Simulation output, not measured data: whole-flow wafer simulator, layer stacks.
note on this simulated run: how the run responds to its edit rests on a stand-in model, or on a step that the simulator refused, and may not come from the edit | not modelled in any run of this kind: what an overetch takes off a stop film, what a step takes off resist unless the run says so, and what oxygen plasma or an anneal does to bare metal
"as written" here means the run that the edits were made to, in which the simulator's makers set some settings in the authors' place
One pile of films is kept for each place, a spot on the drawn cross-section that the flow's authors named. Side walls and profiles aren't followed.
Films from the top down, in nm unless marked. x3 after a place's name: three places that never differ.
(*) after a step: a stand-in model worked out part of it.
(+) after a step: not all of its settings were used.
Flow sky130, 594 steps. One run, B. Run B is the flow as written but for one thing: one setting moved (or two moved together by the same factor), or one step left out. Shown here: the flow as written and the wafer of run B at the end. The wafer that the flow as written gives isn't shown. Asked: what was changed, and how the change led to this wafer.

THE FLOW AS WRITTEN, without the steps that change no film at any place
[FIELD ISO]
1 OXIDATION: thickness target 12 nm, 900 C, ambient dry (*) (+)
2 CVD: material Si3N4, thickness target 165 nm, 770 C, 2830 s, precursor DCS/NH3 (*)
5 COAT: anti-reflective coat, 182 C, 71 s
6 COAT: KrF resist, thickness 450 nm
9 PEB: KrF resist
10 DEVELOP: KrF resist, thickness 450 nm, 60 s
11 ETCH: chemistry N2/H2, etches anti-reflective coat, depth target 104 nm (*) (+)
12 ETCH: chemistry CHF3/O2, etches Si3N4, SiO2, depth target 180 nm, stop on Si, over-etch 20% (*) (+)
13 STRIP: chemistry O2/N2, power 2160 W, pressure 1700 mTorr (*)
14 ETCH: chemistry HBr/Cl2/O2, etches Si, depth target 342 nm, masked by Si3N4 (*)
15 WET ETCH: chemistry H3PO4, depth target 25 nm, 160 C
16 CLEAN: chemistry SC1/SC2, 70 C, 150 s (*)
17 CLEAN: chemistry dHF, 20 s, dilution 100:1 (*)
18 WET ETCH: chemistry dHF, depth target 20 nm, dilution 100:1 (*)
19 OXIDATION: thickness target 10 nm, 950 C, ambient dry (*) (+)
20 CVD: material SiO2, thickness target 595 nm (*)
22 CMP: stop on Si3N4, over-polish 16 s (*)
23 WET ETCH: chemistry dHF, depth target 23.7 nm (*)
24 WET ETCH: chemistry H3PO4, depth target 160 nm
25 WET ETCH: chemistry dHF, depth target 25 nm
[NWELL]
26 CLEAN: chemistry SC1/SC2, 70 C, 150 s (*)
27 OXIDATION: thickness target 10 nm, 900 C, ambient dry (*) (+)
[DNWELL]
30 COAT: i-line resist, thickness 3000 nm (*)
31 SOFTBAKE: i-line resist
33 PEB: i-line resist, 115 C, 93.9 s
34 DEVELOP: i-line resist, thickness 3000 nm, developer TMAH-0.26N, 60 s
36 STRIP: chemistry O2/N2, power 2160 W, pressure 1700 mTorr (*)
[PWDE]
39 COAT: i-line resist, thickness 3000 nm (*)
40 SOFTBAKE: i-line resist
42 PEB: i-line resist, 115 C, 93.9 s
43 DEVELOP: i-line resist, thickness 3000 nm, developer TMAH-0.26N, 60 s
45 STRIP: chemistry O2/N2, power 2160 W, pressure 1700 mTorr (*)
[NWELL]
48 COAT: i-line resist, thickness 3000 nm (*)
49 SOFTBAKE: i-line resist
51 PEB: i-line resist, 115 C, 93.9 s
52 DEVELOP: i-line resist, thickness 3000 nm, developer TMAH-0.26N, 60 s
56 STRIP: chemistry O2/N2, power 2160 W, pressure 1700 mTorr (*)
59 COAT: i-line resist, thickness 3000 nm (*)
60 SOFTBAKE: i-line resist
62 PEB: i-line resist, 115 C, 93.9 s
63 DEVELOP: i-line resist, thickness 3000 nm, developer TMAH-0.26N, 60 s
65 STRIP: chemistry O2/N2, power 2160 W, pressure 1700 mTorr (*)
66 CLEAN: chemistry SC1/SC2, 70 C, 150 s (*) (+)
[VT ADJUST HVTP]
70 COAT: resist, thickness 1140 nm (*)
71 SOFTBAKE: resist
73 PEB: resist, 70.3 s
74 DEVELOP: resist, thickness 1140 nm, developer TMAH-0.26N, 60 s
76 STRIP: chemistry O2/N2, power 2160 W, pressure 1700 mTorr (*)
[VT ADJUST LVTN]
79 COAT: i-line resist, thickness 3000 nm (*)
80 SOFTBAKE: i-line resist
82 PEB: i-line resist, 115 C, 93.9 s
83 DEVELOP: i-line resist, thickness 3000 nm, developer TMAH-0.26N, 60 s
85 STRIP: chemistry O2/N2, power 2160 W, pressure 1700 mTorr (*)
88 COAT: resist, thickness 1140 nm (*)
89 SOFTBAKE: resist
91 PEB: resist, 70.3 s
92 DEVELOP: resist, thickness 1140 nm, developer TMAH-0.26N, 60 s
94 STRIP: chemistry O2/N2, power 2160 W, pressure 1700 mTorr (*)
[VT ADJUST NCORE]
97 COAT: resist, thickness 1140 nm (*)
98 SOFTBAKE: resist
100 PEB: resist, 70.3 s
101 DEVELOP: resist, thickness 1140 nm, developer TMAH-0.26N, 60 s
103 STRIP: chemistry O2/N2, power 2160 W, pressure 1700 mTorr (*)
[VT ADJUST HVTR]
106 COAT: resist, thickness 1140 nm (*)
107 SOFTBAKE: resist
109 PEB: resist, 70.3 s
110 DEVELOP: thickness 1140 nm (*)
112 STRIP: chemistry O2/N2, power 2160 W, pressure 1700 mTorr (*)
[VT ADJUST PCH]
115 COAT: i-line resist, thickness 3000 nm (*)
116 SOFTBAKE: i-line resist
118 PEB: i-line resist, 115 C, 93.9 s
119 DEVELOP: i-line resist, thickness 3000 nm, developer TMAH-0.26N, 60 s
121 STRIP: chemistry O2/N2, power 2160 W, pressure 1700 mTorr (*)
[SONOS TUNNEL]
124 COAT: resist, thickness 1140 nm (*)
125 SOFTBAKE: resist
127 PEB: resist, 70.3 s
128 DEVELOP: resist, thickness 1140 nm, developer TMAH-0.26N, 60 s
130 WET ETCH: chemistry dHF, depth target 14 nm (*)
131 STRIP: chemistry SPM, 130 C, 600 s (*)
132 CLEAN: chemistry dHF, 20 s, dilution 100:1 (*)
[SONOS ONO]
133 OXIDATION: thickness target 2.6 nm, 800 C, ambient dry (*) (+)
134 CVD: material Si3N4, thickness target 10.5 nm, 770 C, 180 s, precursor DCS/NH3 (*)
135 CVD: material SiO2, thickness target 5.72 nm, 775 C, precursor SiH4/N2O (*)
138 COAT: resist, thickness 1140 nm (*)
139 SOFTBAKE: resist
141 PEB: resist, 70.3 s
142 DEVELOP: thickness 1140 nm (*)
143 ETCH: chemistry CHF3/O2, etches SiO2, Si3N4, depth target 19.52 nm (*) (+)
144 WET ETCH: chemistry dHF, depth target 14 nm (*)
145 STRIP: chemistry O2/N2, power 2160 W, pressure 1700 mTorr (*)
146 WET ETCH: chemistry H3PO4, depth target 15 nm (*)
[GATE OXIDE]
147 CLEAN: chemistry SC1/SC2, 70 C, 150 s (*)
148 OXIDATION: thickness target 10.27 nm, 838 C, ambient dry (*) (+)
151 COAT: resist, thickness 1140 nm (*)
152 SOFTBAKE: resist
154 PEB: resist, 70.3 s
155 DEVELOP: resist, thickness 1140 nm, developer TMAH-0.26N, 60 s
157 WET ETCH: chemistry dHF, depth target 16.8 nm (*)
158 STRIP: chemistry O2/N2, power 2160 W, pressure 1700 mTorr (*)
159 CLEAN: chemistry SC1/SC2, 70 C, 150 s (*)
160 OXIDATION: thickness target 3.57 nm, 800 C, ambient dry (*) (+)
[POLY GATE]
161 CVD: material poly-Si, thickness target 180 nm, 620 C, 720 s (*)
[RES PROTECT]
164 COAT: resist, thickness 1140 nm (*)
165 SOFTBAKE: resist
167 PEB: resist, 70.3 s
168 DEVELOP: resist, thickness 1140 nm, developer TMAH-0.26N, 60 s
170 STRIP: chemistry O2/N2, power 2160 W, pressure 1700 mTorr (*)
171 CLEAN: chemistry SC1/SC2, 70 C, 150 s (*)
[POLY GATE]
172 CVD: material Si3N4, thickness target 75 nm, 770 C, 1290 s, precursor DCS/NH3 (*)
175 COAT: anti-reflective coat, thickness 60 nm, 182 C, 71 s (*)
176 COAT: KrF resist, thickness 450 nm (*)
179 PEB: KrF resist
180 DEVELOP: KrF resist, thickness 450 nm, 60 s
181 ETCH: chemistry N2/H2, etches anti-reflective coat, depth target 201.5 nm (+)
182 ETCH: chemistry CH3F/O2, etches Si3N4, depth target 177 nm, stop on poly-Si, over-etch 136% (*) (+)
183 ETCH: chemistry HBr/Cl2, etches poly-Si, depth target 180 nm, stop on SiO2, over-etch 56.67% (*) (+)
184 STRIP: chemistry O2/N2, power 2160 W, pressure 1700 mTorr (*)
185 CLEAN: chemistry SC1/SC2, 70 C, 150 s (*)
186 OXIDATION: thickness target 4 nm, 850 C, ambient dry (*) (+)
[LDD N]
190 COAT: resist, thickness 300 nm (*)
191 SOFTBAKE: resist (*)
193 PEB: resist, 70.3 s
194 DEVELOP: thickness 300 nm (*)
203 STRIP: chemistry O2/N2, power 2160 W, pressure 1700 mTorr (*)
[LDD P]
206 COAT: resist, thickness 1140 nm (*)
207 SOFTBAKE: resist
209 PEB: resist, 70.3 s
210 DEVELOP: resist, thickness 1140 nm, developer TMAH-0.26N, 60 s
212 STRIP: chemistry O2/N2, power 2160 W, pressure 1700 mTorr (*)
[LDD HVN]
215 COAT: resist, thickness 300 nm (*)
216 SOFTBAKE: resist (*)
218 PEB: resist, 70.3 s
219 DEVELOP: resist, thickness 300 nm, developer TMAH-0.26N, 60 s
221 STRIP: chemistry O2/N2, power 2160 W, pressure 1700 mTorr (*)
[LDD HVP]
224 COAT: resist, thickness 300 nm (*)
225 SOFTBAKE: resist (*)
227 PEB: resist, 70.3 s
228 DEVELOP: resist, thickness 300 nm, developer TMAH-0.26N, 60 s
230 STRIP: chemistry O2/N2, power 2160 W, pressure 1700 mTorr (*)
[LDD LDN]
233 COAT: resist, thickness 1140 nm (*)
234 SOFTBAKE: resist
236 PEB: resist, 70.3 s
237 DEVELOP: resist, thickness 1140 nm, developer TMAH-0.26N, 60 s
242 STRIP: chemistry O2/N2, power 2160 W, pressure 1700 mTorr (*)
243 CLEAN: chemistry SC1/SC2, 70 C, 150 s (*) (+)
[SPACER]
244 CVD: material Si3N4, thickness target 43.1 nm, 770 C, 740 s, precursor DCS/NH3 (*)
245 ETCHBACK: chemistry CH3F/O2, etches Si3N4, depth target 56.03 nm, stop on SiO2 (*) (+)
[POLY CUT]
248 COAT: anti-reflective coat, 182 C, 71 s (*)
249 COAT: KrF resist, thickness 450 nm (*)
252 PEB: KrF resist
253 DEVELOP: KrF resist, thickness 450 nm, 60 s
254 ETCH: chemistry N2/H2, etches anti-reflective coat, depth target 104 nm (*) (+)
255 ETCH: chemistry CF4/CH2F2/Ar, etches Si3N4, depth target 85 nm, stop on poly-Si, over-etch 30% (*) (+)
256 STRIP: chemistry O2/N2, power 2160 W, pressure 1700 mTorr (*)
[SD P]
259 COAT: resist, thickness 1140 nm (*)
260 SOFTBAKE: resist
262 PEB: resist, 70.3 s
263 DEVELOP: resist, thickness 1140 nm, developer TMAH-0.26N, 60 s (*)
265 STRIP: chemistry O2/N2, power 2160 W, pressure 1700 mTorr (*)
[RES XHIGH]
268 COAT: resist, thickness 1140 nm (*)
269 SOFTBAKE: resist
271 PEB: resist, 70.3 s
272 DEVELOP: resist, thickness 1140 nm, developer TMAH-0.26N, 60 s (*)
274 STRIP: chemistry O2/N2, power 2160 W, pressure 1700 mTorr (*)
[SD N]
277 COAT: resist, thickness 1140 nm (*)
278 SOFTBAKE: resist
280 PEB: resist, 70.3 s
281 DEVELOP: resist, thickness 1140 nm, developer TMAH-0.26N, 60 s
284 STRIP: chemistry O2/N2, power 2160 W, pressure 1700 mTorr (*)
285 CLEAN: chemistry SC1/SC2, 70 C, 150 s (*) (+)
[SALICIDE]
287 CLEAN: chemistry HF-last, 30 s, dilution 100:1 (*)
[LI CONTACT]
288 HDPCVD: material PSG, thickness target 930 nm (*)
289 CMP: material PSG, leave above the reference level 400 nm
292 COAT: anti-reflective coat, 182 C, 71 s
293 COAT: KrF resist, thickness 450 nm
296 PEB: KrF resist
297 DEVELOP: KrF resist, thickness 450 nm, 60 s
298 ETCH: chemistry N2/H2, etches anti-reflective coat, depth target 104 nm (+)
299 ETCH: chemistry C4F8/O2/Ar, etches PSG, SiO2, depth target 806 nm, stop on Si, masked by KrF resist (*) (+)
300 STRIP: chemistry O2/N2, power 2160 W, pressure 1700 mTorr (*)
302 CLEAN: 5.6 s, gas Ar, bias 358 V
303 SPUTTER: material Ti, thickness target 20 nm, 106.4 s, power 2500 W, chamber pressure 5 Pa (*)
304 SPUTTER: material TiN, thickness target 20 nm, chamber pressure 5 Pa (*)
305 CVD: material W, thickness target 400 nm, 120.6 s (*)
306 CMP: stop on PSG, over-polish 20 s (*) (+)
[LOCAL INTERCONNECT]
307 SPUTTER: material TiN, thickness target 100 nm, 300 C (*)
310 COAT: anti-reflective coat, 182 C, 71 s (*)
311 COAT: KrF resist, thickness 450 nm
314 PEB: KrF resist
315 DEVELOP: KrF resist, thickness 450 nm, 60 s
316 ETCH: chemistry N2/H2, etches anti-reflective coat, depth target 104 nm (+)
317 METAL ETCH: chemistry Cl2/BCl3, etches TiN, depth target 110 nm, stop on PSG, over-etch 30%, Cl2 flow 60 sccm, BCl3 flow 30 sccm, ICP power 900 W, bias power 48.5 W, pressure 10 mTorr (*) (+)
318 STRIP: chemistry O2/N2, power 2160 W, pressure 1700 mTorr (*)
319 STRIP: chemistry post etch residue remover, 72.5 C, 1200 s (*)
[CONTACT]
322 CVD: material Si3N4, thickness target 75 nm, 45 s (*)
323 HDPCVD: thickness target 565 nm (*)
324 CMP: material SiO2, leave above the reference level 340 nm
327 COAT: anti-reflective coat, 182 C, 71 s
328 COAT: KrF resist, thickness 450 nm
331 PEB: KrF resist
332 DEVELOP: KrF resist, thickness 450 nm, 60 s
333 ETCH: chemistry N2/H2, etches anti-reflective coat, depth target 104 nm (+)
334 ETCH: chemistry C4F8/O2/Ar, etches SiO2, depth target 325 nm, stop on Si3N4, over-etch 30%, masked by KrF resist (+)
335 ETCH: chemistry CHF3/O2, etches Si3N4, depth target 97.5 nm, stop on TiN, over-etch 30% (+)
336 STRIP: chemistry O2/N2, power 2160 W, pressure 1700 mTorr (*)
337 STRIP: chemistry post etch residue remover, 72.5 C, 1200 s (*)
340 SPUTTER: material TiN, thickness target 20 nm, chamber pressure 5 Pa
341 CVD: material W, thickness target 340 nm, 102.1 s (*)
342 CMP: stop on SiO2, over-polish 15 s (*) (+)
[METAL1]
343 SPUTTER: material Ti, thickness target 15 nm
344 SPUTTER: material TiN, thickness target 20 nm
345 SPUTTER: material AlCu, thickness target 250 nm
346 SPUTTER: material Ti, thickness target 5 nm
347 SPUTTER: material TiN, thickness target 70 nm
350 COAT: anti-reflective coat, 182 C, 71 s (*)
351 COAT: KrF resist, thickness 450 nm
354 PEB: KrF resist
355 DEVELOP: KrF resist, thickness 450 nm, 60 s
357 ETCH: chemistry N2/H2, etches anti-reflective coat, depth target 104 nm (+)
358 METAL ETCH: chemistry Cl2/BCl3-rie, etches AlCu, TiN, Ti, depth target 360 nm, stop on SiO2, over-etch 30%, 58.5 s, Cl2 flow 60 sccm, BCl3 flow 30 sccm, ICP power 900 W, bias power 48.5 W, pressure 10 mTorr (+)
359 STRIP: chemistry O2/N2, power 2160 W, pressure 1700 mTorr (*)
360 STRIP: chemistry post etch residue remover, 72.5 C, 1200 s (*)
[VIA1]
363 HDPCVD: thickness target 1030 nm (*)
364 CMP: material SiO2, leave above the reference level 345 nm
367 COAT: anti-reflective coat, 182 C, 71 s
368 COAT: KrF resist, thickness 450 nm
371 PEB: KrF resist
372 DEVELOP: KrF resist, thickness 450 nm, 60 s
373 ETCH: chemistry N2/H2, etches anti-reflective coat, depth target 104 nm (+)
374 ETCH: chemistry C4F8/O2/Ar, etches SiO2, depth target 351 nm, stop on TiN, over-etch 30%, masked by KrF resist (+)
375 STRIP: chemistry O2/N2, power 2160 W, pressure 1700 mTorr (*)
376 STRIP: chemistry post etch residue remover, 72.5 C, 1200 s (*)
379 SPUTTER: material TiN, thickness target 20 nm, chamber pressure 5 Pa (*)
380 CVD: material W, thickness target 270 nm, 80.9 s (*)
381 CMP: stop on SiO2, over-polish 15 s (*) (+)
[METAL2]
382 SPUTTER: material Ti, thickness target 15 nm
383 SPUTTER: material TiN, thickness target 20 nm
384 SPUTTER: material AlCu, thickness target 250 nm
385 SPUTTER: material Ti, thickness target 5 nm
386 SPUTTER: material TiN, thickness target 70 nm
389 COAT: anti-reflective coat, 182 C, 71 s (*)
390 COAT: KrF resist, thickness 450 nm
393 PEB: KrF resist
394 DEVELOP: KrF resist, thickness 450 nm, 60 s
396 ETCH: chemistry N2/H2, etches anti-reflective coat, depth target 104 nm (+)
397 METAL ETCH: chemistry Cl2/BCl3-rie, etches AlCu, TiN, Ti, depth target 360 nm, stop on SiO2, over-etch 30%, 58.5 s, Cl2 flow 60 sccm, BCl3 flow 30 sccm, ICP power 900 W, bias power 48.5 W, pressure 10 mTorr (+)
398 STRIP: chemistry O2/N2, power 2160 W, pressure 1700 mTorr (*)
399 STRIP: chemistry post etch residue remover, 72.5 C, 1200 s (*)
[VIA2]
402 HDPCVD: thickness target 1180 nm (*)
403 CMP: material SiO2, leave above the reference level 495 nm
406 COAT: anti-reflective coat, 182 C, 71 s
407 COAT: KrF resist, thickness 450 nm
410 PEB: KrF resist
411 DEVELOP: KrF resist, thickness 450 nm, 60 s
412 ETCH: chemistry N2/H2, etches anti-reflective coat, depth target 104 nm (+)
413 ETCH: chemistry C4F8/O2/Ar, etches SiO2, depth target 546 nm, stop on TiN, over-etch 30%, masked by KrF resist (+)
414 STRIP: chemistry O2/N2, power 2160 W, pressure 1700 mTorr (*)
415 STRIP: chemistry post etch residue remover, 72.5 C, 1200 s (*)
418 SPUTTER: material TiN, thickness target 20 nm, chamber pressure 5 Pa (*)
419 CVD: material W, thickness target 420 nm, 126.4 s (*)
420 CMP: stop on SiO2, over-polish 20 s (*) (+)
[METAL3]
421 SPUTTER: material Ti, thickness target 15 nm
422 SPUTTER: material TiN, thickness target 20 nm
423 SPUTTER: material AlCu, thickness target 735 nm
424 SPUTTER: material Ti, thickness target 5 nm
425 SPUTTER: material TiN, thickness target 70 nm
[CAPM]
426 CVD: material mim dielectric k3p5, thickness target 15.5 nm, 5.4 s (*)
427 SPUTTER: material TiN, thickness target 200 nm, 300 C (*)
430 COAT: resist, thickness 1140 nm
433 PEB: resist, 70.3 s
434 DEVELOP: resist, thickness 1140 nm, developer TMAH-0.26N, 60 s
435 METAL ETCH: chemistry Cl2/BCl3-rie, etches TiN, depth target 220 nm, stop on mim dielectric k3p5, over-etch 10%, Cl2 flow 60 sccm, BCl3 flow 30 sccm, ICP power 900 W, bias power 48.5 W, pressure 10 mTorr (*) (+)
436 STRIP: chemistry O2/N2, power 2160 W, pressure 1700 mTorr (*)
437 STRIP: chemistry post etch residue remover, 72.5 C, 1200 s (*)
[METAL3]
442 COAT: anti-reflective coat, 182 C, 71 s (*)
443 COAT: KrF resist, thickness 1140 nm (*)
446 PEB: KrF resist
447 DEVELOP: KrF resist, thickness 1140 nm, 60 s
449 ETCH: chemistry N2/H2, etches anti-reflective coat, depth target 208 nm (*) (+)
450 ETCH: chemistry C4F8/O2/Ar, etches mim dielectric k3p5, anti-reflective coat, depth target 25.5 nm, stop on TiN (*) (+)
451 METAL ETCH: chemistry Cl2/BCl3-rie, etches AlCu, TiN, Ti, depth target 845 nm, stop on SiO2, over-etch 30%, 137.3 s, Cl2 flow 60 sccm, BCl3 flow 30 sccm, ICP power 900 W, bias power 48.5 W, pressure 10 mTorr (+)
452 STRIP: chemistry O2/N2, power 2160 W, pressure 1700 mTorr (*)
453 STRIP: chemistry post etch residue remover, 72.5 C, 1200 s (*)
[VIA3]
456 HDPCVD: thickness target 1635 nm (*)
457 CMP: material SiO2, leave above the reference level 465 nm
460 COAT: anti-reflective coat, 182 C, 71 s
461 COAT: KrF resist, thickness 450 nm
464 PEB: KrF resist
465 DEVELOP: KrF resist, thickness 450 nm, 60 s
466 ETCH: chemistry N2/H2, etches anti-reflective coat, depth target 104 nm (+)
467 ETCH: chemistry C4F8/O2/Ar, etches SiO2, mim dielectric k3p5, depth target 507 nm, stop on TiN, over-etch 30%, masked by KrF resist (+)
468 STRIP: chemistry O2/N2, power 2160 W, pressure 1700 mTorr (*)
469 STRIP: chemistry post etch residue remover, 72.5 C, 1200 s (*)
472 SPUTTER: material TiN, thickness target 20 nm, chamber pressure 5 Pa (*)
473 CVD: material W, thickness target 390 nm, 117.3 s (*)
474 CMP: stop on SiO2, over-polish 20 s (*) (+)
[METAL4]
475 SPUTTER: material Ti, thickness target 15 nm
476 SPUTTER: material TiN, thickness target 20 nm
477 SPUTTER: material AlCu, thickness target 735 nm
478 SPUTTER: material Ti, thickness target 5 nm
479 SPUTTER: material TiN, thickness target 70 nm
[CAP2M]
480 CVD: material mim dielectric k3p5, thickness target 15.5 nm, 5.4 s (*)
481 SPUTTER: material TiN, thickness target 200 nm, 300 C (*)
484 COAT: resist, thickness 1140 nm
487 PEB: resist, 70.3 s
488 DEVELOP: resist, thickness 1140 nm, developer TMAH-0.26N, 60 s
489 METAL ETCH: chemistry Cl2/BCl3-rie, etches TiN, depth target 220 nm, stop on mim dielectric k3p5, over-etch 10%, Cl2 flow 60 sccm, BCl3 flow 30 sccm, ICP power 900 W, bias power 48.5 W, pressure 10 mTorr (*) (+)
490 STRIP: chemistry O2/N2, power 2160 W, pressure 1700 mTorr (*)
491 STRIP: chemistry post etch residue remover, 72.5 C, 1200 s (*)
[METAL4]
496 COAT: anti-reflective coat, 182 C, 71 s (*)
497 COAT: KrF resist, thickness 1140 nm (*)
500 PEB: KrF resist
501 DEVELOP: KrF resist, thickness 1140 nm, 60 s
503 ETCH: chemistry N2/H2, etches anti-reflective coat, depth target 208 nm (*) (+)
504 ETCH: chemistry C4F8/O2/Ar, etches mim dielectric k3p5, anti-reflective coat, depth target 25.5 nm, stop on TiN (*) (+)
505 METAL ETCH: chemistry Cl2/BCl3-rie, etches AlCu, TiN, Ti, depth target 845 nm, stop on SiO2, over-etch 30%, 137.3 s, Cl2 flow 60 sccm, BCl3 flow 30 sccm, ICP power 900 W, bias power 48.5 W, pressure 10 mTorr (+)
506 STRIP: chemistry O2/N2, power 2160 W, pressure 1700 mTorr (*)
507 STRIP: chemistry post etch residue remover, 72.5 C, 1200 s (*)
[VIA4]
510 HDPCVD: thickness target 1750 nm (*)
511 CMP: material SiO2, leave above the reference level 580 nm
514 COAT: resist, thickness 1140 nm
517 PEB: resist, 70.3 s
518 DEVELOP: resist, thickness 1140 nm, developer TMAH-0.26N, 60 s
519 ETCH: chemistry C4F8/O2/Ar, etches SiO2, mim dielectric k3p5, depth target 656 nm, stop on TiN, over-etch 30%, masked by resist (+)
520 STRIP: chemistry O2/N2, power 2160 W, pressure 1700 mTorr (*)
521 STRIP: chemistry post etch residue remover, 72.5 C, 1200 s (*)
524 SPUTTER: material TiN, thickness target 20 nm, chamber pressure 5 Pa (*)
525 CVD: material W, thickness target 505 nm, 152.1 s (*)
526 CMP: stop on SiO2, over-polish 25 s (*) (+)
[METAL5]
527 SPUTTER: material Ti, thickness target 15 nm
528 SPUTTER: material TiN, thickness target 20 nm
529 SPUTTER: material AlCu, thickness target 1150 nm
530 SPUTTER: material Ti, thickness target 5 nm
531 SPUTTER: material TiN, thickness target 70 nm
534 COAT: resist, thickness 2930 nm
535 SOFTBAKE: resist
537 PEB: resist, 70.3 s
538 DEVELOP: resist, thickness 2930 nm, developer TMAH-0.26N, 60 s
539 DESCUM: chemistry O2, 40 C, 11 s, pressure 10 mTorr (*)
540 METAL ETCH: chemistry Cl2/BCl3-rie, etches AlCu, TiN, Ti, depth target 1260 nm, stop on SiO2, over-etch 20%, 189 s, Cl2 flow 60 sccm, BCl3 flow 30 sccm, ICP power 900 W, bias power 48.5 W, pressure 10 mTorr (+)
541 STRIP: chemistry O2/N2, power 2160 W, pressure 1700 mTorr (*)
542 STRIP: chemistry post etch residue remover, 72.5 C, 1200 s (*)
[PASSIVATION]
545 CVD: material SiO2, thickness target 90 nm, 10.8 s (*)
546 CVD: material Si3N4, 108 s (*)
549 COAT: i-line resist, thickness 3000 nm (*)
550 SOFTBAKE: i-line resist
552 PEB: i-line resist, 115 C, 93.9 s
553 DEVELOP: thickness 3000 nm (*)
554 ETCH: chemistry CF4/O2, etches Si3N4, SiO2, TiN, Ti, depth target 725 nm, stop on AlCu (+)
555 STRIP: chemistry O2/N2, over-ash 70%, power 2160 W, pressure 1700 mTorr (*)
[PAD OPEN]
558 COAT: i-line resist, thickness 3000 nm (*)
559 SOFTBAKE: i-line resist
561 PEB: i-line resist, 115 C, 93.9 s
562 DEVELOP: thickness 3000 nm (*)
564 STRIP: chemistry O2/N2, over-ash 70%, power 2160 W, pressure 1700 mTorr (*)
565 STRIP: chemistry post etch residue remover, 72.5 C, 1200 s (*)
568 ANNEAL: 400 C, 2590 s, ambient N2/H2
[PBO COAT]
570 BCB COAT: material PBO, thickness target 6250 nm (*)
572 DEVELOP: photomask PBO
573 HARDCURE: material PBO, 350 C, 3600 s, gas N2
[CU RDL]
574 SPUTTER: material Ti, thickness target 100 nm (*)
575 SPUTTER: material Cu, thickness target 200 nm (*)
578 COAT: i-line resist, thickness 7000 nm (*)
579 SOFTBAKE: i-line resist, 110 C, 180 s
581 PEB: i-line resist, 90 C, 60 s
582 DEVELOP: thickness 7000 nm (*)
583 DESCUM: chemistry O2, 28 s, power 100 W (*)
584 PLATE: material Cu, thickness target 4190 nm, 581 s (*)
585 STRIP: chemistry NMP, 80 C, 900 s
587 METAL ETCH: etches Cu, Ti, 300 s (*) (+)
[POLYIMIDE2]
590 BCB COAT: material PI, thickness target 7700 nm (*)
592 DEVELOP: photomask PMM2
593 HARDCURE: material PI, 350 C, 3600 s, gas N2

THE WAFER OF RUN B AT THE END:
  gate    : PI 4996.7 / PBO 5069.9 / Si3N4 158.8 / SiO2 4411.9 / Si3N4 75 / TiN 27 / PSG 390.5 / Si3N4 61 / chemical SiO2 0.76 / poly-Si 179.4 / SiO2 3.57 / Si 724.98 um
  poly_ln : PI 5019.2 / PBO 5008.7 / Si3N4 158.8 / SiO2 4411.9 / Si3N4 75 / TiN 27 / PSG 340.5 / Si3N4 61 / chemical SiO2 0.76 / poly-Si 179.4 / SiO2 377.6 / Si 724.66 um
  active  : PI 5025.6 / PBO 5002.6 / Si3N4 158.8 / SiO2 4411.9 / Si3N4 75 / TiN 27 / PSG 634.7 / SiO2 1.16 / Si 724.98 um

The cause: step 316, ETCH: depth target 42.6 nm was run, where the flow has depth target 104 nm.

How the change led to this, step by step:
  316 ETCH: chemistry N2/H2, etches anti-reflective coat, depth target 104 nm (+)
      field, active, gate and 87 more: anti-reflective coat -42.6 (as written it would be: anti-reflective coat -80 (all of it), TiN -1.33)
      rpo_hd: anti-reflective coat -42.6 (as written it would be: anti-reflective coat -80 (all of it), TiN -1.34)
      (and at 100 more places)
  317 METAL ETCH: chemistry Cl2/BCl3, etches TiN, depth target 110 nm, stop on PSG, over-etch 30%, Cl2 flow 60 sccm, BCl3 flow 30 sccm, ICP power 900 W, bias power 48.5 W, pressure 10 mTorr (*) (+)
      field, active, gate and 88 more: anti-reflective coat -37.4 (all of it), TiN -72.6 (as written it would be: TiN -98.7 (all of it))
  318 STRIP: chemistry O2/N2, power 2160 W, pressure 1700 mTorr (*)
      n_well, p_well, gate_hv and 92 more: KrF resist -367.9 (all of it), anti-reflective coat -80 (all of it) (as written it would be: KrF resist -333.8 (all of it), anti-reflective coat -80 (all of it))
      poly_licon, ndiff_licon, ndiff_licon_cpp, rpo_hd_licon: KrF resist -368 (all of it), anti-reflective coat -80.5 (all of it) (as written it would be: KrF resist -333.9 (all of it), anti-reflective coat -80.5 (all of it))
      (and at 1 more place)
  324 CMP: material SiO2, leave above the reference level 340 nm
      field, active, gate and 88 more: SiO2 -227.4 (as written it would be: SiO2 -200.4)
Counting metal films that touch as one body, gate has 1 body; the flow as written gives 0 bodies.
Counting metal films that touch as one body, poly_ln has 1 body; the flow as written gives 0 bodies.
Counting metal films that touch as one body, active has 1 body; the flow as written gives 0 bodies.
